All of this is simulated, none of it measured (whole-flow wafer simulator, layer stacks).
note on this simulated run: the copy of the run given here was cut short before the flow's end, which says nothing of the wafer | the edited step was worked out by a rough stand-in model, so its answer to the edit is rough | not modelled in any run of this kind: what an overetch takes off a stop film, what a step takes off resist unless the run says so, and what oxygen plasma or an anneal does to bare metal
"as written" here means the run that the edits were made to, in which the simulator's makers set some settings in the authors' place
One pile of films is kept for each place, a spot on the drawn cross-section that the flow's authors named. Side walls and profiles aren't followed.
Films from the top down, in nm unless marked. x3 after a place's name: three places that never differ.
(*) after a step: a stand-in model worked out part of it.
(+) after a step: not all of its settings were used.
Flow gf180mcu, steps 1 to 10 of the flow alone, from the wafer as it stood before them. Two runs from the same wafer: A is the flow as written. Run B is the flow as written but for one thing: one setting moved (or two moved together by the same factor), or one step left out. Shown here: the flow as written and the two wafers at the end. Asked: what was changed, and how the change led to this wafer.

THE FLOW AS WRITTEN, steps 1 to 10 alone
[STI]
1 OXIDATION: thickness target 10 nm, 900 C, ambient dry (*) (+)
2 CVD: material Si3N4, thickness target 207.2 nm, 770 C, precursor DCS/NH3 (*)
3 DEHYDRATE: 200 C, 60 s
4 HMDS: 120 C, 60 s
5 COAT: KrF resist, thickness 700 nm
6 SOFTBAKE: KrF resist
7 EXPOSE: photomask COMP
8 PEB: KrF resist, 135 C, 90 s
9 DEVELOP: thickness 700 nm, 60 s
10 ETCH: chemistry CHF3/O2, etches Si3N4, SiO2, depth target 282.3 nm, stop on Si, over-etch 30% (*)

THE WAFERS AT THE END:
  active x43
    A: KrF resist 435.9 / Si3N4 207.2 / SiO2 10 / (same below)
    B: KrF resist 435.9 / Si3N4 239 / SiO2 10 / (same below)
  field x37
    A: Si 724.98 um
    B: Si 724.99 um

The cause: step 2, CVD: thickness target 239 nm was run, where the flow has thickness target 207.2 nm.
It can be read off the wafer: active x43 has Si3N4 239, and step 2 as written asks for 207.2 nm.

How the change led to this, step by step:
  2 CVD: material Si3N4, thickness target 207.2 nm, 770 C, precursor DCS/NH3 (*)
      field x37, active x43: A Si3N4 +207.2 (new film) | B Si3N4 +239 (new film)
  10 ETCH: chemistry CHF3/O2, etches Si3N4, SiO2, depth target 282.3 nm, stop on Si, over-etch 30% (*)
      field x37: A Si3N4 -207.2 (all of it), SiO2 -10 (all of it), Si -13 | B Si3N4 -239 (all of it), SiO2 -10 (all of it), Si -6.66
